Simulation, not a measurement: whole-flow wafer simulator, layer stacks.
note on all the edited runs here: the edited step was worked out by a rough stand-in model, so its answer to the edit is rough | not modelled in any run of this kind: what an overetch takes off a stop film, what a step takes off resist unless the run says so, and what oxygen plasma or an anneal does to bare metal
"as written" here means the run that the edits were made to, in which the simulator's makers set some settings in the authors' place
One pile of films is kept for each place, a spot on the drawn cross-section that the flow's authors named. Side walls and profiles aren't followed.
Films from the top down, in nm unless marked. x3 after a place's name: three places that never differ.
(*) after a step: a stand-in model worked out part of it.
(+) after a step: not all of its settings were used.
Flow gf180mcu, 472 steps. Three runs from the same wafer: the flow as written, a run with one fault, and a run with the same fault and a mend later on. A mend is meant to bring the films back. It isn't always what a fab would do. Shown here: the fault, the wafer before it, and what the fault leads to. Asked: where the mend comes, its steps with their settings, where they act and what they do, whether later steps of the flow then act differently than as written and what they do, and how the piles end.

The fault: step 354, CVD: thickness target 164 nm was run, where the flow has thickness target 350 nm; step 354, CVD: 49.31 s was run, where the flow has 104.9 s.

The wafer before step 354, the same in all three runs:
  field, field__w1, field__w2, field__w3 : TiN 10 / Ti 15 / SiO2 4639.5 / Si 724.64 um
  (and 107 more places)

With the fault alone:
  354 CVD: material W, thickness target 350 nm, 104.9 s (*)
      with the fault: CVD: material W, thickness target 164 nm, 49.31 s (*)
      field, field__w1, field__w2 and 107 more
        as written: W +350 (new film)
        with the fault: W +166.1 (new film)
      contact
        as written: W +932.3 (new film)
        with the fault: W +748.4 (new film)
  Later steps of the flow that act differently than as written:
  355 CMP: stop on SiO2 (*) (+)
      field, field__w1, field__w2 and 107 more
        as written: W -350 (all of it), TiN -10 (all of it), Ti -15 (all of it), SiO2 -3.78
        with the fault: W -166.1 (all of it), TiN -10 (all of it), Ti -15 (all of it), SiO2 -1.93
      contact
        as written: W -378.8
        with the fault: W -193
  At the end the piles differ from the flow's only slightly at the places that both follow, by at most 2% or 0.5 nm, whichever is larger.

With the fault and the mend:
  The mend comes after step 354.
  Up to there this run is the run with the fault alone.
  354a CVD: material W, thickness target 186 nm, 55.75 s (the flow's step 354 once more, with other settings)
      field, field__w1, field__w2 and 108 more
        W +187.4
  No later step of the flow acts differently than as written, at any place that is followed, by more than 2% or 0.5 nm, whichever is larger.
  At the end the piles differ from the flow's only slightly at the places that both follow, by at most 2% or 0.5 nm, whichever is larger.
